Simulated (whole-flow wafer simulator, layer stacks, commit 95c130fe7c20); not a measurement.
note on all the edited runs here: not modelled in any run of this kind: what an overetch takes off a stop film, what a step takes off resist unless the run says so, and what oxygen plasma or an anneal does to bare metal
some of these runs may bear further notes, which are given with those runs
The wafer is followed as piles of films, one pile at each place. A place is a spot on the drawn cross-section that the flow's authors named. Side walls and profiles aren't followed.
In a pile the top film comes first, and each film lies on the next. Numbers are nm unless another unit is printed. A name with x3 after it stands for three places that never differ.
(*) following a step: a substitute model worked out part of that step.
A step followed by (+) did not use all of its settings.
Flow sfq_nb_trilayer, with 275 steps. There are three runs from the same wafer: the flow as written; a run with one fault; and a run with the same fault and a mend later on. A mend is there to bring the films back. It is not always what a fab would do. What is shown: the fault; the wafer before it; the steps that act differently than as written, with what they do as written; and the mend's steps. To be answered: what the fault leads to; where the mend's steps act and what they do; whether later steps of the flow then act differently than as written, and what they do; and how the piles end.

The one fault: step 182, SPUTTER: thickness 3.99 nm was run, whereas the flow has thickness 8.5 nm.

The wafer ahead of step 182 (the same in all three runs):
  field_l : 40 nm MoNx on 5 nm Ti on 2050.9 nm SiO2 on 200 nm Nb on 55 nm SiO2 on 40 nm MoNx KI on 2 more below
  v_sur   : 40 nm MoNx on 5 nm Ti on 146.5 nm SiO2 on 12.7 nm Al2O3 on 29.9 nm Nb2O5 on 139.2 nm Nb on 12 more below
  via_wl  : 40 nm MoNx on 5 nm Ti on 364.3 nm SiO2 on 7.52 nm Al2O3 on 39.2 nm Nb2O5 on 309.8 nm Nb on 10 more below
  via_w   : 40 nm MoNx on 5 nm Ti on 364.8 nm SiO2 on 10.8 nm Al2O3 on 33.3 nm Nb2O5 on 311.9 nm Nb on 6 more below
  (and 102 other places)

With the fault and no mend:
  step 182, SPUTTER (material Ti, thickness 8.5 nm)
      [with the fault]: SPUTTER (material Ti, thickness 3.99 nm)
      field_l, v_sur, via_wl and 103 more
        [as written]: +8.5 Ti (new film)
        [with the fault]: +3.99 Ti (new film)
  Steps further on in the flow that do not act as written (not shown: 12 more steps that differ only slightly, by at most 2% or 0.5 nm, whichever is larger):
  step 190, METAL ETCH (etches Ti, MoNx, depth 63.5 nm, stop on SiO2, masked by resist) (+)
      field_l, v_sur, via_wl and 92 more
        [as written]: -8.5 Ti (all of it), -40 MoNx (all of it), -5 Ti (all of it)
        [with the fault]: -3.99 Ti (all of it), -40 MoNx (all of it), -5 Ti (all of it)
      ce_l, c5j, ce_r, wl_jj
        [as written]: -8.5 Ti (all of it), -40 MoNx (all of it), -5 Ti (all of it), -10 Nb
        [with the fault]: -3.99 Ti (all of it), -40 MoNx (all of it), -5 Ti (all of it), -14.5 Nb
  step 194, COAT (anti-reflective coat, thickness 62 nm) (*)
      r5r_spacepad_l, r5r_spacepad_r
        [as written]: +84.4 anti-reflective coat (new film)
        [with the fault]: +82.4 anti-reflective coat (new film)
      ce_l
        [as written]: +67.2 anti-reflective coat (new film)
        [with the fault]: +69.2 anti-reflective coat (new film)
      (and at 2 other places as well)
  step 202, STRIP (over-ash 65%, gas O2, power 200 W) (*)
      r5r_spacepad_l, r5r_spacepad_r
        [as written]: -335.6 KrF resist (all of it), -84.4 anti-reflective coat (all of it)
        [with the fault]: -335.5 KrF resist (all of it), -82.4 anti-reflective coat (all of it)
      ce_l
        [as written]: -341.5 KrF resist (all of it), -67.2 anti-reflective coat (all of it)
        [with the fault]: -342.7 KrF resist (all of it), -69.2 anti-reflective coat (all of it)
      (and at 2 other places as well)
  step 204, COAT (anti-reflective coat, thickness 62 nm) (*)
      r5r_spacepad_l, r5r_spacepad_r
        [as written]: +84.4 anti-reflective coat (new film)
        [with the fault]: +82.4 anti-reflective coat (new film)
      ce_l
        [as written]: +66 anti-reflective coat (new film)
        [with the fault]: +68 anti-reflective coat (new film)
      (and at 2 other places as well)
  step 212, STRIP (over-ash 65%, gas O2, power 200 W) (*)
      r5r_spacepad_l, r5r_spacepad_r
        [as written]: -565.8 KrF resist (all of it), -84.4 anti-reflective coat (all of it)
        [with the fault]: -565.2 KrF resist (all of it), -82.4 anti-reflective coat (all of it)
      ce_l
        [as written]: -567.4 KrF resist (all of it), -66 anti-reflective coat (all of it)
        [with the fault]: -568.3 KrF resist (all of it), -68 anti-reflective coat (all of it)
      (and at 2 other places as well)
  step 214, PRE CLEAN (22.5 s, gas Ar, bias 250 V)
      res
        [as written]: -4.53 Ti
        [with the fault]: -3.99 Ti (all of it), -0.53 MoNx
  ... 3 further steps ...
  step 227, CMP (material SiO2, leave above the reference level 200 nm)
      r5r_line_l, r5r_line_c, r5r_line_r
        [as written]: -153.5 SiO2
        [with the fault]: -149 SiO2
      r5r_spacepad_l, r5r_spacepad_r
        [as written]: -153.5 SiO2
        [with the fault]: -146.5 SiO2
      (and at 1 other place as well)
  At ce_l, ce_r, be_r and 7 more, the piles at the end differ from the flow's by more than 2% or 0.5 nm, whichever is larger.
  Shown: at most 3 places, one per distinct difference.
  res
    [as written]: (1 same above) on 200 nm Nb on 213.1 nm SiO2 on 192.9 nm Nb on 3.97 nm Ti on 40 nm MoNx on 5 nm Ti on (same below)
    [with the fault]: (1 same above) on 200 nm Nb on 217.6 nm SiO2 on 192.9 nm Nb on 39.5 nm MoNx on 5 nm Ti on (same below)
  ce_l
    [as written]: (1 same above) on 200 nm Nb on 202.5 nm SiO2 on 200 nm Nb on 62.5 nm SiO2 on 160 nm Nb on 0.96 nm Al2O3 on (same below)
    [with the fault]: (1 same above) on 200 nm Nb on 207 nm SiO2 on 200 nm Nb on 62.5 nm SiO2 on 155.5 nm Nb on 0.96 nm Al2O3 on (same below)
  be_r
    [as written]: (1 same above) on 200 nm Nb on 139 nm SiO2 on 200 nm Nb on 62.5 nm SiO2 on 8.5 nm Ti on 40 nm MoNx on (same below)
    [with the fault]: (1 same above) on 200 nm Nb on 143.5 nm SiO2 on 200 nm Nb on 62.5 nm SiO2 on 3.99 nm Ti on 40 nm MoNx on (same below)

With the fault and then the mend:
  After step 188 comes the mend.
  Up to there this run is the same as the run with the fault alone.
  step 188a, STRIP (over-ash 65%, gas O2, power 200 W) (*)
      field_l, v_sur, via_wl and 96 more
        -62 anti-reflective coat (all of it)
      be_r, r_sur, res, r_end, r5r_line_l, r5r_line_c, r5r_line_r
        -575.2 KrF resist (all of it), -62 anti-reflective coat (all of it)
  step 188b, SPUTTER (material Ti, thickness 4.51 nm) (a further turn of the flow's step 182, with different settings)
      field_l, v_sur, via_wl and 103 more
        +4.51 Ti
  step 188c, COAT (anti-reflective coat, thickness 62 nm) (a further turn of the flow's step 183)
      field_l, v_sur, via_wl and 103 more
        +62 anti-reflective coat (new film)
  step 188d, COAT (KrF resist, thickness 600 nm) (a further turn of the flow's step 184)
      field_l, v_sur, via_wl and 103 more
        +600 KrF resist (new film)
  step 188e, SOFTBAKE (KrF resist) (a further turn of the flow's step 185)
      leaves every film unchanged at each place that is followed
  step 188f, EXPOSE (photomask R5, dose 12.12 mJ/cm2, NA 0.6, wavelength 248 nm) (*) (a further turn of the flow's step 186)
      leaves every film unchanged at each place that is followed
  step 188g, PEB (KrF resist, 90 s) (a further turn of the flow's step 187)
      field_l, v_sur, via_wl and 103 more
        -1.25 KrF resist
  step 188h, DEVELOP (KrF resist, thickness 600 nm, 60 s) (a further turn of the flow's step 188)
      field_l, v_sur, via_wl and 96 more
        -598.7 KrF resist (all of it)
      be_r, r_sur, res, r_end, r5r_line_l, r5r_line_c, r5r_line_r
        -23.5 KrF resist
  Later steps of the flow that are run all act as written at every place that is followed.
  The piles end the same as the flow's at every place that both follow.
